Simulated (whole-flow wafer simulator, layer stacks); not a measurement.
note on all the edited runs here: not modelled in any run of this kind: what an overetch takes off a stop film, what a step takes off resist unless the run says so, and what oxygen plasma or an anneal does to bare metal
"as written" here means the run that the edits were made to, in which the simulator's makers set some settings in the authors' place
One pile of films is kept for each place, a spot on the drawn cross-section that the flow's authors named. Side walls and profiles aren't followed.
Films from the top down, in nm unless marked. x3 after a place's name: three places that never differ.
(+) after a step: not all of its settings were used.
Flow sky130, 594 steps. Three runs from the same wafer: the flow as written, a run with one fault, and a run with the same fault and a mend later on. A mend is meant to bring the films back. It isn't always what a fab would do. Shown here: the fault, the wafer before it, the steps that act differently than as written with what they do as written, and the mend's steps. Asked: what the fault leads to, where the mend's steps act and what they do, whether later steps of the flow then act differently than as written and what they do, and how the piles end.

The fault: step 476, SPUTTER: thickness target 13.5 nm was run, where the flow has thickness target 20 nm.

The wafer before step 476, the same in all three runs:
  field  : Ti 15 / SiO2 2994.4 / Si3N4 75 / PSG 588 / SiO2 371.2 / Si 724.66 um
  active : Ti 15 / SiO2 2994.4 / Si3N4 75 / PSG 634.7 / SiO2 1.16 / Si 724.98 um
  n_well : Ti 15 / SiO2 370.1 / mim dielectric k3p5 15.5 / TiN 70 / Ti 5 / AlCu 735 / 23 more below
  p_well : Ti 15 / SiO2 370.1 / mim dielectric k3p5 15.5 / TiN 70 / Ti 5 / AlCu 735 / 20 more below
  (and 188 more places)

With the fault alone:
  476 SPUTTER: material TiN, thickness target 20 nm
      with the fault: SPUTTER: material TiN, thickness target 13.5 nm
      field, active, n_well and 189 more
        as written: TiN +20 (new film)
        with the fault: TiN +13.5 (new film)
  Later steps of the flow that act differently than as written (5 more steps differ only slightly, by at most 2% or 0.5 nm, whichever is larger, and aren't shown):
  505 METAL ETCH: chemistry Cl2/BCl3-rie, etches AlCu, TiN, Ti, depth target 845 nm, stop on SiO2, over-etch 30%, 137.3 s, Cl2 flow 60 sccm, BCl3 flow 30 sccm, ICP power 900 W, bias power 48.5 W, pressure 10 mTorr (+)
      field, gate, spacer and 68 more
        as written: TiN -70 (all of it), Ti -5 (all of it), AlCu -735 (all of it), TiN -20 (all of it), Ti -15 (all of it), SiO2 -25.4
        with the fault: TiN -70 (all of it), Ti -5 (all of it), AlCu -735 (all of it), TiN -13.5 (all of it), Ti -15 (all of it), SiO2 -26
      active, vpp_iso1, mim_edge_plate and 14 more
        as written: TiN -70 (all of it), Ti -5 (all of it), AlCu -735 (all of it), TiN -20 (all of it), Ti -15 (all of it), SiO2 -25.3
        with the fault: TiN -70 (all of it), Ti -5 (all of it), AlCu -735 (all of it), TiN -13.5 (all of it), Ti -15 (all of it), SiO2 -26
  At the end the piles differ from the flow's by more than 2% or 0.5 nm, whichever is larger, at n_well, p_well, gate_hv and 102 more.
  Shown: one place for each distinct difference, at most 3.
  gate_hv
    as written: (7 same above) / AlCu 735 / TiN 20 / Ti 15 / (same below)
    with the fault: (7 same above) / AlCu 735 / TiN 13.5 / Ti 15 / (same below)
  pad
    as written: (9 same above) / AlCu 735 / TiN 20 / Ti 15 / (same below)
    with the fault: (9 same above) / AlCu 735 / TiN 13.5 / Ti 15 / (same below)
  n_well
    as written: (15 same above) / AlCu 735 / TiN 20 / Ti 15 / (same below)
    with the fault: (15 same above) / AlCu 735 / TiN 13.5 / Ti 15 / (same below)

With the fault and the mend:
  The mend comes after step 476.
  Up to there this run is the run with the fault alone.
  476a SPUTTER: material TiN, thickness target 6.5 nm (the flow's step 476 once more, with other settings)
      field, active, n_well and 189 more
        TiN +6.5
  No later step of the flow acts differently than as written at any place that is followed.
  At the end the piles are the same as the flow's at every place that both follow.
